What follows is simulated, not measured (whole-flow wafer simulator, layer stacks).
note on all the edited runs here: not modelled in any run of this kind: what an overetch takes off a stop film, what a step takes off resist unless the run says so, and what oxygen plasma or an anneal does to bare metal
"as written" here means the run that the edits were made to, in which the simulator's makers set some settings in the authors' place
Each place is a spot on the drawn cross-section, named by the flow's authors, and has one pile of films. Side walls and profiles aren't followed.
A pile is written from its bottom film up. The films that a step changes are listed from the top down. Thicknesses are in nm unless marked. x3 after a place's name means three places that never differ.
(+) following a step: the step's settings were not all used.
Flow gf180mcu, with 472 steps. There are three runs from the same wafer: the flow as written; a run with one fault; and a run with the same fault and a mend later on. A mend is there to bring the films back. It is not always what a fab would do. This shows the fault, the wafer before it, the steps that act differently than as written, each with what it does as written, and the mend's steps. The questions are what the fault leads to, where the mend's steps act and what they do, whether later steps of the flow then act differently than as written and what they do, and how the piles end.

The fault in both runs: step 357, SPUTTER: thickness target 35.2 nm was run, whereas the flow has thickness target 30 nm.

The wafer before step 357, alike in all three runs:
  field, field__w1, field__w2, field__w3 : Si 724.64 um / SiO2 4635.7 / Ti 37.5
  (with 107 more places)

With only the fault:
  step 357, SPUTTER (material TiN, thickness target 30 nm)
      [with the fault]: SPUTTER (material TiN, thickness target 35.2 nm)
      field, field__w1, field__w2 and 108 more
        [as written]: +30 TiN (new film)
        [with the fault]: +35.2 TiN (new film)
  Steps later in the flow that act otherwise than as written (1 other step is not shown; it differs only slightly, by no more than 2% or 0.5 nm, whichever is larger):
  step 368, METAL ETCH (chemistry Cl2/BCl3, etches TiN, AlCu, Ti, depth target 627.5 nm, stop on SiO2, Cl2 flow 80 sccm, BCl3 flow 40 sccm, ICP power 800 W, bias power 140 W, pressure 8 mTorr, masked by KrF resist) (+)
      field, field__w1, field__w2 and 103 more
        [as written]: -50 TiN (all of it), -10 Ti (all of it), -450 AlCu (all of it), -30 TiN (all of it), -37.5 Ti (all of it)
        [with the fault]: -50 TiN (all of it), -10 Ti (all of it), -450 AlCu (all of it), -35.2 TiN (all of it), -37.5 Ti (all of it)
  The piles end different from the flow's at field__w8, contact, m1, m1__w1, m1_nw by more than 2% or 0.5 nm, whichever is larger.
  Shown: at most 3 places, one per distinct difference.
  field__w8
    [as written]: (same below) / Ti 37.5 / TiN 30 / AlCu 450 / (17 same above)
    [with the fault]: (same below) / Ti 37.5 / TiN 35.2 / AlCu 450 / (17 same above)
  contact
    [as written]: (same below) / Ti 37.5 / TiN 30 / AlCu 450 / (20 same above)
    [with the fault]: (same below) / Ti 37.5 / TiN 35.2 / AlCu 450 / (20 same above)

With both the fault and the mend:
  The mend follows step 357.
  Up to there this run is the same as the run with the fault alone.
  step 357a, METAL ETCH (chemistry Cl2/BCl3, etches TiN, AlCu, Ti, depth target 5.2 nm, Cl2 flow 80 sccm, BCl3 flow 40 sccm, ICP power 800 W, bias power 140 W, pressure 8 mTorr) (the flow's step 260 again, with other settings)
      field, field__w1, field__w2 and 108 more
        -5.2 TiN
  None of the later steps of the flow acts differently than as written at any place that is followed.
  The piles end the same as the flow's at every place that both follow.
